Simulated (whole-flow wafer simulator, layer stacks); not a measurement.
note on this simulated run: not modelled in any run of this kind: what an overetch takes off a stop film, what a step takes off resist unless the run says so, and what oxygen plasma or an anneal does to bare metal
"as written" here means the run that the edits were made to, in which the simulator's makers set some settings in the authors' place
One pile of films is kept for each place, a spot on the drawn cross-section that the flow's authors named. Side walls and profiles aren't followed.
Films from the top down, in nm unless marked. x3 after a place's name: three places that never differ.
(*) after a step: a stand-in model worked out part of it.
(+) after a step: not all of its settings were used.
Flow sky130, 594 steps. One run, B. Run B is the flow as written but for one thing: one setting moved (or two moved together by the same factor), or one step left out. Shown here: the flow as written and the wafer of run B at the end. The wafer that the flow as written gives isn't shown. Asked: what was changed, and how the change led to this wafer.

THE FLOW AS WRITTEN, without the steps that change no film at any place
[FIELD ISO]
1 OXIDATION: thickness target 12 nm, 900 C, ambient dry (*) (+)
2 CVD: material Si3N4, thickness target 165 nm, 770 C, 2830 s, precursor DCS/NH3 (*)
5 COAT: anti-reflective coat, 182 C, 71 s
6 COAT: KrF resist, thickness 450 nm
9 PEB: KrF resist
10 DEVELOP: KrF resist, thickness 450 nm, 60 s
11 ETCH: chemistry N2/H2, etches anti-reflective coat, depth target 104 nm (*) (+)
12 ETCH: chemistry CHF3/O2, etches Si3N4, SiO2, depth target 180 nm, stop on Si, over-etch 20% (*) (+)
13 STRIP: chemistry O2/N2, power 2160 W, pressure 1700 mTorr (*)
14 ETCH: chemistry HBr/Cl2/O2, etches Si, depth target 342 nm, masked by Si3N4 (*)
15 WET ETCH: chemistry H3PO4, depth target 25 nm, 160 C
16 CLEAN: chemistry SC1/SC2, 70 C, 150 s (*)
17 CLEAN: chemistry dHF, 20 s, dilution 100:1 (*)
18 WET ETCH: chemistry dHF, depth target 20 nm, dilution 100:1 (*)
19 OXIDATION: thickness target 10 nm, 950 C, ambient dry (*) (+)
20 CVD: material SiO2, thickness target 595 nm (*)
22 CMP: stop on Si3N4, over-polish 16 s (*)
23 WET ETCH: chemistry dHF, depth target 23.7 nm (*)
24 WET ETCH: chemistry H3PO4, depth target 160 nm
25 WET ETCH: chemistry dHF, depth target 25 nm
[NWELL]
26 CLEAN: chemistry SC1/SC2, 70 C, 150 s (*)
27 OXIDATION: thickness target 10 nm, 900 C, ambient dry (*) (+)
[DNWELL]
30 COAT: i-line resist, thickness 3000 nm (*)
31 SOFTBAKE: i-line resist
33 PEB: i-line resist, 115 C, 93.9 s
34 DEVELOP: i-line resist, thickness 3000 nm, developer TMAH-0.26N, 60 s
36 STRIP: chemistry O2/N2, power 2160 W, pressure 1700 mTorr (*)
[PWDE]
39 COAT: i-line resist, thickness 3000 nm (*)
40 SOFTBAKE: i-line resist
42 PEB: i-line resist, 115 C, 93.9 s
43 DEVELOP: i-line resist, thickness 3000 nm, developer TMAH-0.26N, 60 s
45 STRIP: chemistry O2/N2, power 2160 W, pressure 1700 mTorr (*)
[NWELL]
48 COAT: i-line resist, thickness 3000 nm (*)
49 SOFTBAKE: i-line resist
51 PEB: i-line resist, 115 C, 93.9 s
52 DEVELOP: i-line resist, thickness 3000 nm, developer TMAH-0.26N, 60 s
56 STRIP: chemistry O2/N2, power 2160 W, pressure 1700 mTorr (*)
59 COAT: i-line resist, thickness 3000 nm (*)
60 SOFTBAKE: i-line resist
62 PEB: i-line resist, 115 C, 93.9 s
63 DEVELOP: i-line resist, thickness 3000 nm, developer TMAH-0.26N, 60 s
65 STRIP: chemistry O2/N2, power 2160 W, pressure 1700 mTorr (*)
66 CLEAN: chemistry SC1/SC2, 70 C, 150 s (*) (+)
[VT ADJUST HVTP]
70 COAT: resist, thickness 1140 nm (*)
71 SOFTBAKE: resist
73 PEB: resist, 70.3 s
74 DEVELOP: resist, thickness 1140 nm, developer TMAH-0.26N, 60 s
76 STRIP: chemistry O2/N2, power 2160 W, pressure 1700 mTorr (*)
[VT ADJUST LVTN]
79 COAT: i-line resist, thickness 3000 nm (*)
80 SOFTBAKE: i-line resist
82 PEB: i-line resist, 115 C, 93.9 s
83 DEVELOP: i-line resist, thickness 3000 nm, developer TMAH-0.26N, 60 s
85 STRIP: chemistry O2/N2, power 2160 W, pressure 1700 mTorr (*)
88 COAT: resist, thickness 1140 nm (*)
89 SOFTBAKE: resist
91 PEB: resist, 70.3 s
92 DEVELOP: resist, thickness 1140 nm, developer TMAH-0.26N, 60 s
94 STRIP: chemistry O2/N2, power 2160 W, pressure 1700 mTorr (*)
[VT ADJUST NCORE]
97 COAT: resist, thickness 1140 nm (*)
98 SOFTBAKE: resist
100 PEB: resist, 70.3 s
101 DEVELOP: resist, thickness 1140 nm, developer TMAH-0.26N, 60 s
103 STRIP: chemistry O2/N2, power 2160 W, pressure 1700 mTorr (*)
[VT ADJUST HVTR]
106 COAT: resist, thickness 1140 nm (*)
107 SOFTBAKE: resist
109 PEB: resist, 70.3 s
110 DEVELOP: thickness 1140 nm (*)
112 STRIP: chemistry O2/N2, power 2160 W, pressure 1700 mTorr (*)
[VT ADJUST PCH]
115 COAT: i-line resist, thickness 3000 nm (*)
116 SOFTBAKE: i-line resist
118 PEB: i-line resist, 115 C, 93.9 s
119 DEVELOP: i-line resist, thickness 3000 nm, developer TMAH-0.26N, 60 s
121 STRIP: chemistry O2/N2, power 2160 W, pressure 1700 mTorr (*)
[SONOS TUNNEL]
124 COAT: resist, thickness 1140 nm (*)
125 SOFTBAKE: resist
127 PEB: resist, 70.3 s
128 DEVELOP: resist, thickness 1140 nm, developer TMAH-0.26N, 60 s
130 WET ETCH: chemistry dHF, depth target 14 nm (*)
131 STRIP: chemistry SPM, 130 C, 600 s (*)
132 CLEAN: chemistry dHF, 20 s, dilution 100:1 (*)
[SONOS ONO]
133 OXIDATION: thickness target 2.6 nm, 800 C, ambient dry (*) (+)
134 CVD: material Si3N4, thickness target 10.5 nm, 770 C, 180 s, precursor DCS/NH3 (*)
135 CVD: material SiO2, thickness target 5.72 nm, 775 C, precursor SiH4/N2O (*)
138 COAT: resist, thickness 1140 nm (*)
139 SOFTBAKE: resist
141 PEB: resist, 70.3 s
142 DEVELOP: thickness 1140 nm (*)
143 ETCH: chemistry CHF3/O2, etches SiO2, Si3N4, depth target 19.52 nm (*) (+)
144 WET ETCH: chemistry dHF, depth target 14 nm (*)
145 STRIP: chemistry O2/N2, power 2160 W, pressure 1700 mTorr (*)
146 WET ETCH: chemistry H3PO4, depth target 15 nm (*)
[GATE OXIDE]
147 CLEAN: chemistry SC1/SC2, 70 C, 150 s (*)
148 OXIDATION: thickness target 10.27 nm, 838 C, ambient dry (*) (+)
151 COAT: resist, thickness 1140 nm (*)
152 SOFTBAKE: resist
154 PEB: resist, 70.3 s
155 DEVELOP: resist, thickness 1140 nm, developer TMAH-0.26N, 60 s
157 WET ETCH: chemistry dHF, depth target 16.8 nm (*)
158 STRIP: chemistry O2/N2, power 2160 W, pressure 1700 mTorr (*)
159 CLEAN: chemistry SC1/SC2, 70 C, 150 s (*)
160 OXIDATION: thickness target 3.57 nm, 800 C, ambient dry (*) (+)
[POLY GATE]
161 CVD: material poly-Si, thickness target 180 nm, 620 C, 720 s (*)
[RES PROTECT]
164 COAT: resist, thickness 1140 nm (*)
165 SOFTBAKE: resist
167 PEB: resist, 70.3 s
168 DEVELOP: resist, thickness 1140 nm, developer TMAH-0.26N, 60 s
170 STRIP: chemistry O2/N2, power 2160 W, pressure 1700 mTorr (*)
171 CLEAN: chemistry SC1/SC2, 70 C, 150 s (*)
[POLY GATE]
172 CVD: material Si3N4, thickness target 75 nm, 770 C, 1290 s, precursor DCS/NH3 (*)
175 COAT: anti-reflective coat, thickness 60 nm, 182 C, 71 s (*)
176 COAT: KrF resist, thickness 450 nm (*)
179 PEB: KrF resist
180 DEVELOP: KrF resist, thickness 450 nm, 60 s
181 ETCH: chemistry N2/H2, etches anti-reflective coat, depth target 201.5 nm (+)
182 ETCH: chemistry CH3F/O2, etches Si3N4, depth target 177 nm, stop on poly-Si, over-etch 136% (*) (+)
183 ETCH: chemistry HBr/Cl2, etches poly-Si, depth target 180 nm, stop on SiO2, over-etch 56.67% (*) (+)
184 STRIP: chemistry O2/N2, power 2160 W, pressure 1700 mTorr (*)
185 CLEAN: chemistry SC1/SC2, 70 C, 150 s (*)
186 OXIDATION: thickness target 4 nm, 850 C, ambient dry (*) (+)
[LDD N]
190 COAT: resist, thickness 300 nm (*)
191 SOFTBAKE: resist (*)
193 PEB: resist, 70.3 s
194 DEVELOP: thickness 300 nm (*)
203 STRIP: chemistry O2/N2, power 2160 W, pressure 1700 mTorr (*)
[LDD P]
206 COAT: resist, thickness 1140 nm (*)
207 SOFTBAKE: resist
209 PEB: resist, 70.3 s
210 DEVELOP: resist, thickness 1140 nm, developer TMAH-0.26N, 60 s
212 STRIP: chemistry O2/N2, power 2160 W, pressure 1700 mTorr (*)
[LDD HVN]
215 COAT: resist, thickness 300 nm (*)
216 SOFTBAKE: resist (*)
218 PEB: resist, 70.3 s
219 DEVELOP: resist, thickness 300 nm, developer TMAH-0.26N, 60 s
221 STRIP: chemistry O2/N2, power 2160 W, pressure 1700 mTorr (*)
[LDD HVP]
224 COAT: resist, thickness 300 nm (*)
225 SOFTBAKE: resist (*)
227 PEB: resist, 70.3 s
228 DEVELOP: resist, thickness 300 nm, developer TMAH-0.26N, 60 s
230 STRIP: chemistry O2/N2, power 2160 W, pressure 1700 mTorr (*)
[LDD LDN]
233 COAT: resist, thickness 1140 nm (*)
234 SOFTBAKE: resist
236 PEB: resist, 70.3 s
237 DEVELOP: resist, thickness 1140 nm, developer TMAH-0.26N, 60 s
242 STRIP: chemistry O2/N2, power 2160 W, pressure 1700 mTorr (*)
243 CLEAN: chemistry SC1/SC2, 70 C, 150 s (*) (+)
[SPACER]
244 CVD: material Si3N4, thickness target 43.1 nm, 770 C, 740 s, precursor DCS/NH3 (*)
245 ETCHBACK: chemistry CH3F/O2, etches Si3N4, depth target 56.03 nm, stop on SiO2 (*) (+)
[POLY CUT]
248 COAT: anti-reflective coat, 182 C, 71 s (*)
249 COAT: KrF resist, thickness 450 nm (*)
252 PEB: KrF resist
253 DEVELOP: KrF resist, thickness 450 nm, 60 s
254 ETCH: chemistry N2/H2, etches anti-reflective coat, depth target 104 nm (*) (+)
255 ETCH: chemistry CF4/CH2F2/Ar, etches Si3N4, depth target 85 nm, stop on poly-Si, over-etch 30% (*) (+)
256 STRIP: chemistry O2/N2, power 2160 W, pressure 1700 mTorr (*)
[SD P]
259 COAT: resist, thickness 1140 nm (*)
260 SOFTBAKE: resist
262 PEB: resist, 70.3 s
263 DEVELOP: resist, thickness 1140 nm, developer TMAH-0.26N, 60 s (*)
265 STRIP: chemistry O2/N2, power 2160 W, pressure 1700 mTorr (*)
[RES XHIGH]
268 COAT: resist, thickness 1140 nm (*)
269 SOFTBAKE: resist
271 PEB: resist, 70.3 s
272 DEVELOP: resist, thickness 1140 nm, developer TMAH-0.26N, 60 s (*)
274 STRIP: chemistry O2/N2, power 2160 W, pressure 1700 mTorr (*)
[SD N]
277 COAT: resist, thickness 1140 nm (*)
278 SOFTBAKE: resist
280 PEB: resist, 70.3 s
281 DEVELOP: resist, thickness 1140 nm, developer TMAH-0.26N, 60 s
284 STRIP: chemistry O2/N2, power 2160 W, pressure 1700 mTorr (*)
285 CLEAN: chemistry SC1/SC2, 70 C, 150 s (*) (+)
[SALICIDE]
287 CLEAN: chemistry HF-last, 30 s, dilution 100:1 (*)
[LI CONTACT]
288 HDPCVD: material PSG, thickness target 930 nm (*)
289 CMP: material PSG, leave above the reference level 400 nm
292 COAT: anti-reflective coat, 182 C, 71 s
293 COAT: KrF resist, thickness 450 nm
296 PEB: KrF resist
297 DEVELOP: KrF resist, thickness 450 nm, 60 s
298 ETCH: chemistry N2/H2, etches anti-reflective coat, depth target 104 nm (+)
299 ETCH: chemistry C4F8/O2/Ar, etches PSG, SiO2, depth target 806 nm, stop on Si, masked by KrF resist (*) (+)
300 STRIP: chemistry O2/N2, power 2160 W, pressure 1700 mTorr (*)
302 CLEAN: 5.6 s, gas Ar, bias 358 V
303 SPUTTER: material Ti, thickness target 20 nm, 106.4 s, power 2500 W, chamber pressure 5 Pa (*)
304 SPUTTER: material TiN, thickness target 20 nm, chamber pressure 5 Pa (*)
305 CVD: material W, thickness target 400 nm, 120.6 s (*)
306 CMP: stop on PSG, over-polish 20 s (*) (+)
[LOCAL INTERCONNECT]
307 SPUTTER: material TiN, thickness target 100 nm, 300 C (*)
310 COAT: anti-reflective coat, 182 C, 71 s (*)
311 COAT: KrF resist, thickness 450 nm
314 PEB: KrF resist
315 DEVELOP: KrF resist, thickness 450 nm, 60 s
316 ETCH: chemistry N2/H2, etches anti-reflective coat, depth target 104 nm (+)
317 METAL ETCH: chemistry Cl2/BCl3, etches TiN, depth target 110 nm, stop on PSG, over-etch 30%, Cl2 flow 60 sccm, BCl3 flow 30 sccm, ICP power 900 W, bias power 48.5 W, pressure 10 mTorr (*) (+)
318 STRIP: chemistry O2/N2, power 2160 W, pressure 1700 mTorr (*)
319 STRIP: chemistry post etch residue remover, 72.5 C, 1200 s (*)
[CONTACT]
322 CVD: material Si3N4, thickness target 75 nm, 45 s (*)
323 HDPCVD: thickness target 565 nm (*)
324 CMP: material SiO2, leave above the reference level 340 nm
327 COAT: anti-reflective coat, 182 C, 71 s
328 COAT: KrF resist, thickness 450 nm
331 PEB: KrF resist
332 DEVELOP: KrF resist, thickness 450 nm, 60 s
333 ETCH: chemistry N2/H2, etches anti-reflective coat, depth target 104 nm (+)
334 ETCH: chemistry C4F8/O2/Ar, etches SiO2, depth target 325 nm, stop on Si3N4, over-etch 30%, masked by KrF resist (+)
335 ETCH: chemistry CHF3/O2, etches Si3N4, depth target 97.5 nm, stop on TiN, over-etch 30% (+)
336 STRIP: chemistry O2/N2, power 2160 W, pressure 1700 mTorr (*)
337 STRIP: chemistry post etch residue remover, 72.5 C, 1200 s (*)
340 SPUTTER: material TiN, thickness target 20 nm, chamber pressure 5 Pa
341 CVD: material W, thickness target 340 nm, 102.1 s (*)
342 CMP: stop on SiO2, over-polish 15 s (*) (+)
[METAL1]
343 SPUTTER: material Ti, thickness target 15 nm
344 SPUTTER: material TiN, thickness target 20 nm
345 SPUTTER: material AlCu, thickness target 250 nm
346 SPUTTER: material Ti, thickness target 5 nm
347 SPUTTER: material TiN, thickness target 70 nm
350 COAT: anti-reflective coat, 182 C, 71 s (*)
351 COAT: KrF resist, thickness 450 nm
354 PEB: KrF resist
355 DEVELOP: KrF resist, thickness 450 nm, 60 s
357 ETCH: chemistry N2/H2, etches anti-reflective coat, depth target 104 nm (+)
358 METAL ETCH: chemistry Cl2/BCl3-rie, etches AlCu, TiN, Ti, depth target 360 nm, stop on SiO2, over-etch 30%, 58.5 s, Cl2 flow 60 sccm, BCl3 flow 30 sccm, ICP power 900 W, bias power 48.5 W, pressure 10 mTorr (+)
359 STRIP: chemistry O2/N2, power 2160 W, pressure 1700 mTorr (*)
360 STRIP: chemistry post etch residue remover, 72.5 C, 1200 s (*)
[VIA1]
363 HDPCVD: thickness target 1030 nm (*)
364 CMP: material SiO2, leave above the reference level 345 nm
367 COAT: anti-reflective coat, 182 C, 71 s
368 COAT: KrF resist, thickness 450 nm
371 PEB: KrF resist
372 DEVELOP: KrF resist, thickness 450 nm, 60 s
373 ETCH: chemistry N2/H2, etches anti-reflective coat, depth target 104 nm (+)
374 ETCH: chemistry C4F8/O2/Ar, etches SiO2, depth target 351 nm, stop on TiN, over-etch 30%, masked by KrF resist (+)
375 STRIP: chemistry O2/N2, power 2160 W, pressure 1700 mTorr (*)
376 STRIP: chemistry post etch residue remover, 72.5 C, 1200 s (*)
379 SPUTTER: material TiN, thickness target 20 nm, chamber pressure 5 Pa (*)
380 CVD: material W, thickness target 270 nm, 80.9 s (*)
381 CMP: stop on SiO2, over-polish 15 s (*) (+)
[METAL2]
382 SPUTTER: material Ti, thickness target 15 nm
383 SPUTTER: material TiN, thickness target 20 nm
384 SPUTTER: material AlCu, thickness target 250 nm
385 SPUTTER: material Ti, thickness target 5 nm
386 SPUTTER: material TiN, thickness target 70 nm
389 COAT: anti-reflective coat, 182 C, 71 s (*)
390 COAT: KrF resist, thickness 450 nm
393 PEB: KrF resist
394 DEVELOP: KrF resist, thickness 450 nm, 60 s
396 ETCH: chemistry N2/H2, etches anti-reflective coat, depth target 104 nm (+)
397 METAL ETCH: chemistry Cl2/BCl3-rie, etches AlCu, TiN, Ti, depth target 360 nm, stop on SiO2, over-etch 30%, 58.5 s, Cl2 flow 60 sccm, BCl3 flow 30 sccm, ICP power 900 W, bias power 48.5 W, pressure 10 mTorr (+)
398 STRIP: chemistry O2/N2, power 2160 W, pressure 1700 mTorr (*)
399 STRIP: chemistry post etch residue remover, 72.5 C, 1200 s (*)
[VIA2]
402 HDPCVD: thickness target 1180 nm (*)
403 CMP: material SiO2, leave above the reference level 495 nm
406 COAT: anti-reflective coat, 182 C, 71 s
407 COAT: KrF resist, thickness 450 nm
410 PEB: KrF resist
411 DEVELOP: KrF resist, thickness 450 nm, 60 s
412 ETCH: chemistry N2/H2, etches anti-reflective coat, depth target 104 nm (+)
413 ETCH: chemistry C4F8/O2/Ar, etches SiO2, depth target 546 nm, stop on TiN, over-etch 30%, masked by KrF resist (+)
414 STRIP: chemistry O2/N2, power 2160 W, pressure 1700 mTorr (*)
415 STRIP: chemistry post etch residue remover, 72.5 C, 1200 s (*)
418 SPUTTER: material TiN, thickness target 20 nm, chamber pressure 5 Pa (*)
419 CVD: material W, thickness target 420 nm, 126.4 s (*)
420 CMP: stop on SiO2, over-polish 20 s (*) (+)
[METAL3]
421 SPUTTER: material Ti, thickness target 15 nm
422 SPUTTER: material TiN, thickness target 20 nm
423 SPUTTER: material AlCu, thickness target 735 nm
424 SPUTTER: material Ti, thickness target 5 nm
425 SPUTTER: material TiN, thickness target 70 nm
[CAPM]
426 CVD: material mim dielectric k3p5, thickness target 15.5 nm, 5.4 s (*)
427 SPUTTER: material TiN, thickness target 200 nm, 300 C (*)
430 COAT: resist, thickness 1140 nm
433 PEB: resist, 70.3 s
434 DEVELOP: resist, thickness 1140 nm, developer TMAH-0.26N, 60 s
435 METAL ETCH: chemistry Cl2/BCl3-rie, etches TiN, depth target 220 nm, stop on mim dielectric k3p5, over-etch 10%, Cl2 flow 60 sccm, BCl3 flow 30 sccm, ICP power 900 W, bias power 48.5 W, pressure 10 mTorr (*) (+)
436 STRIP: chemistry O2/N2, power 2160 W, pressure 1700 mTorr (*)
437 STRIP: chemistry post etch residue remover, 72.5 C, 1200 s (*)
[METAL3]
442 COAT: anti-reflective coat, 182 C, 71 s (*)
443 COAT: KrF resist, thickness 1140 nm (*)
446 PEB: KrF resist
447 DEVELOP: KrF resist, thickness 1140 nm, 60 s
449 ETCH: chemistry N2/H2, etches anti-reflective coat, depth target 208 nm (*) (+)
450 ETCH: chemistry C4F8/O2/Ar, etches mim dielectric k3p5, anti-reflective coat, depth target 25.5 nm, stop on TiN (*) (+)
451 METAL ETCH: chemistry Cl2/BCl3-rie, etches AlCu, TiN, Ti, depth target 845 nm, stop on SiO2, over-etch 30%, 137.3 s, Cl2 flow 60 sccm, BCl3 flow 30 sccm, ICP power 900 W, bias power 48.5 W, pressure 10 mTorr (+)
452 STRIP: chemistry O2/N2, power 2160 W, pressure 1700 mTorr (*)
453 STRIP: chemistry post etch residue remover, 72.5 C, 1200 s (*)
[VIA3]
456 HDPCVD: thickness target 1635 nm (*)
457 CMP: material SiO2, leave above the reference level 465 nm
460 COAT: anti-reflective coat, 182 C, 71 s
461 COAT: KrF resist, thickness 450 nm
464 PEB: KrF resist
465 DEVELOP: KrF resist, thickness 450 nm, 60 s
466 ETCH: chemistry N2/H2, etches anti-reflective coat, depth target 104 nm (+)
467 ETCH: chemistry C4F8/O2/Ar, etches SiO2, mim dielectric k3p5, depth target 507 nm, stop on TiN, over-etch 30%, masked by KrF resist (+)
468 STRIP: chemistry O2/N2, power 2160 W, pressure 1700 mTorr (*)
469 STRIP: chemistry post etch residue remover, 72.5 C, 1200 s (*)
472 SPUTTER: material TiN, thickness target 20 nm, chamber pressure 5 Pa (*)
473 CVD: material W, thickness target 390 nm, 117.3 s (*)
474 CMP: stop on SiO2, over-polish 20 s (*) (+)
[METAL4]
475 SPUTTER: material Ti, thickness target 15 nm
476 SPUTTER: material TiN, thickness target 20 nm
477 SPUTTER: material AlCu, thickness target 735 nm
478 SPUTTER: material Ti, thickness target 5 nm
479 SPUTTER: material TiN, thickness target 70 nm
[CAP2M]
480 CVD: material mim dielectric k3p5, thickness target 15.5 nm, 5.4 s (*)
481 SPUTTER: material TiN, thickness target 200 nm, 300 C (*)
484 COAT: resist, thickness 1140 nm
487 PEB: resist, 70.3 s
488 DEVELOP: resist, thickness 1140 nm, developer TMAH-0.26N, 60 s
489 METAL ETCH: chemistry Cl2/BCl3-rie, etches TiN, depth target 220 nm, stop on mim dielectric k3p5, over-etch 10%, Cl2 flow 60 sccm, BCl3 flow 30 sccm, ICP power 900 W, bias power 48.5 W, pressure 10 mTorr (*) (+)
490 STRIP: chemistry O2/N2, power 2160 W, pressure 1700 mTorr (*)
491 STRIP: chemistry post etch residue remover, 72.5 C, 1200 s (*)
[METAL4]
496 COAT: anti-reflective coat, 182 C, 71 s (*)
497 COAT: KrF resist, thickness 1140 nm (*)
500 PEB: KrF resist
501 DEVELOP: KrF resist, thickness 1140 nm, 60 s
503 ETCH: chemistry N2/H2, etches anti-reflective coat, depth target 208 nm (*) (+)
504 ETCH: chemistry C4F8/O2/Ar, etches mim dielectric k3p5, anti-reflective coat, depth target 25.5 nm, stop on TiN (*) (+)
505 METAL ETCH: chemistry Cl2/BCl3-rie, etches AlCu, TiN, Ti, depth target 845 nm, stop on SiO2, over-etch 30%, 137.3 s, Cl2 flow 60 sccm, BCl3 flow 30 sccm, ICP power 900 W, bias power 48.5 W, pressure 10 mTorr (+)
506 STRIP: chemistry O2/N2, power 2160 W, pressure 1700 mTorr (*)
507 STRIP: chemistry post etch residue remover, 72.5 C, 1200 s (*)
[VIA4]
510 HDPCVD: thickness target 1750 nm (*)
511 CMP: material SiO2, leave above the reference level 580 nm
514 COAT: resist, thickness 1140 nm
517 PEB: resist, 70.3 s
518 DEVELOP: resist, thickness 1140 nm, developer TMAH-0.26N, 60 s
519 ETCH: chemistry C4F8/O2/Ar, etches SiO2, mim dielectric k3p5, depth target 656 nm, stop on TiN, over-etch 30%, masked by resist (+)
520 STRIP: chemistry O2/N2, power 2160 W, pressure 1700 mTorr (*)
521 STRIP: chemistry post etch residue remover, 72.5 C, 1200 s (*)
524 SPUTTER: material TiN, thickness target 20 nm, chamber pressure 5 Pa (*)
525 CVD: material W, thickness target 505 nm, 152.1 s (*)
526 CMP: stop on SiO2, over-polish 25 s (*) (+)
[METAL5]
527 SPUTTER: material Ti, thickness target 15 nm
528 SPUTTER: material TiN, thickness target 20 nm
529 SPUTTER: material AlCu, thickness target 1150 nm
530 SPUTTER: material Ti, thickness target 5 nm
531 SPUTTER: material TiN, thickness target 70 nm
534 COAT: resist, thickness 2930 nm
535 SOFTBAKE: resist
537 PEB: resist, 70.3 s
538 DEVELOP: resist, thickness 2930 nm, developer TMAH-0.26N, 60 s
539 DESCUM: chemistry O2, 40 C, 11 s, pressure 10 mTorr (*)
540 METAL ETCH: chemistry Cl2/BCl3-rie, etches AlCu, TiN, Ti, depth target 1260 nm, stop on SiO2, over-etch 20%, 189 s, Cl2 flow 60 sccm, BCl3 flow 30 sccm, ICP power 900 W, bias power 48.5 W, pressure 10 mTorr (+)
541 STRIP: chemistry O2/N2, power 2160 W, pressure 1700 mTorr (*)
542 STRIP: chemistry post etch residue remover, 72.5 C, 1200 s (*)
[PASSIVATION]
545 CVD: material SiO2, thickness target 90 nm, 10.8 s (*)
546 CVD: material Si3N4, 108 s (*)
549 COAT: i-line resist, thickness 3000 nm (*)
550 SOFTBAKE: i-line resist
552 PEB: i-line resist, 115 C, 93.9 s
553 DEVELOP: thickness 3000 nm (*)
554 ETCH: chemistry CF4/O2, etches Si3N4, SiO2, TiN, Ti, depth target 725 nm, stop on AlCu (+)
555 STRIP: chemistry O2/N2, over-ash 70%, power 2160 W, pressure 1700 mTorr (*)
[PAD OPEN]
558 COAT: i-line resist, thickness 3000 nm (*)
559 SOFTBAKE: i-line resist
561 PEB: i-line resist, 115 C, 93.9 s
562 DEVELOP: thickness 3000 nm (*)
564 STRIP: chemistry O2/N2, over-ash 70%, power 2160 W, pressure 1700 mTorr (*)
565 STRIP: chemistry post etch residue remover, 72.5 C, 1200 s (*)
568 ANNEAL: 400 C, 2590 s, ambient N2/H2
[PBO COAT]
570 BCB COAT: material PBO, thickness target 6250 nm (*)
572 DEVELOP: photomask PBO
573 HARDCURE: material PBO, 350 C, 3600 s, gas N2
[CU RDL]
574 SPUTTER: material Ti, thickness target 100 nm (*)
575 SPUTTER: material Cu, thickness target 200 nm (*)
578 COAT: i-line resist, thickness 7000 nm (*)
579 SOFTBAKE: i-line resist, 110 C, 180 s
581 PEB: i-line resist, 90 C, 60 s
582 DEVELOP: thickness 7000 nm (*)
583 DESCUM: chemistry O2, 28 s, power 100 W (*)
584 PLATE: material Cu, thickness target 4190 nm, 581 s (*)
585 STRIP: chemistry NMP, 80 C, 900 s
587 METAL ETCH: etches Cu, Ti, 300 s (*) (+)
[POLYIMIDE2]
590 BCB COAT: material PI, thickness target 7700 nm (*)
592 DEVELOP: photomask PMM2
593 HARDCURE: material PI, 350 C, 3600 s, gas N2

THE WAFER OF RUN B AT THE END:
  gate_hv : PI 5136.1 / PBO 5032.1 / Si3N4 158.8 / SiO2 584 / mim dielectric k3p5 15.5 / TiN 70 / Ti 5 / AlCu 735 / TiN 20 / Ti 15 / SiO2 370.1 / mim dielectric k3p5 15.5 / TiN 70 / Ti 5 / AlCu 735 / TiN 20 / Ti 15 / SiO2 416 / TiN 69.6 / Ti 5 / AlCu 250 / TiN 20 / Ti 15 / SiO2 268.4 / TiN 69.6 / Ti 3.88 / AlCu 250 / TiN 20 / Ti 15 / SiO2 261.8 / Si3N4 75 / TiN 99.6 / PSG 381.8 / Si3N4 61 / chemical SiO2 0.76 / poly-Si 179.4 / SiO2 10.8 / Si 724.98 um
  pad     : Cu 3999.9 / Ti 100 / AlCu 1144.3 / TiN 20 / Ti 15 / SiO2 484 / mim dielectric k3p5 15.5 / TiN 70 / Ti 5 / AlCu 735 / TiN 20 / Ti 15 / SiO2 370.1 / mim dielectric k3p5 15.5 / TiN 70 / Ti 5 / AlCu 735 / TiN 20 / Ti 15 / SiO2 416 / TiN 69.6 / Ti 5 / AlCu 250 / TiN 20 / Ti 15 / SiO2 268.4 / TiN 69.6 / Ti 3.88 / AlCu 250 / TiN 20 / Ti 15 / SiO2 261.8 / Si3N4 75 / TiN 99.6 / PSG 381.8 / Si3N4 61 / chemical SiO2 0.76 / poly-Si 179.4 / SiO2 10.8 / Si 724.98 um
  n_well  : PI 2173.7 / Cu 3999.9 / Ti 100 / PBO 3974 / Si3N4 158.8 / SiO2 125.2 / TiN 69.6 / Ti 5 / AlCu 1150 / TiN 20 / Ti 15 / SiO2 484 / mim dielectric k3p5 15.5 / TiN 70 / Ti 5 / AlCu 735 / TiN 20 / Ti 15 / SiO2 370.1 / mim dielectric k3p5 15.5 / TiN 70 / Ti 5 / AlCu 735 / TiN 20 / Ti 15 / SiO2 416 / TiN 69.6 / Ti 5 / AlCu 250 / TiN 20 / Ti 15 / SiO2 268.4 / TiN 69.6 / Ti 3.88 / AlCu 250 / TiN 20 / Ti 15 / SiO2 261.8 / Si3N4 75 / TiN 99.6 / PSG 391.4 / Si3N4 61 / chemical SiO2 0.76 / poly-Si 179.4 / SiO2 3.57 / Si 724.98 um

The cause: step 346, SPUTTER: thickness target 3.88 nm was run, where the flow has thickness target 5 nm.
It can be read off the wafer: gate_hv has Ti 3.88, and step 346 as written asks for 5 nm.

How the change led to this, step by step:
  346 SPUTTER: material Ti, thickness target 5 nm
      field, active, n_well and 188 more: Ti +3.88 (new film) (as written it would be: Ti +5 (new film))
  358 METAL ETCH: chemistry Cl2/BCl3-rie, etches AlCu, TiN, Ti, depth target 360 nm, stop on SiO2, over-etch 30%, 58.5 s, Cl2 flow 60 sccm, BCl3 flow 30 sccm, ICP power 900 W, bias power 48.5 W, pressure 10 mTorr (+)
      field, active, gate and 81 more: TiN -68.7 (all of it), Ti -3.88 (all of it), AlCu -250 (all of it), TiN -20 (all of it), Ti -15 (all of it), SiO2 -11 (as written it would be: TiN -68.7 (all of it), Ti -5 (all of it), AlCu -250 (all of it), TiN -20 (all of it), Ti -15 (all of it), SiO2 -10.9)
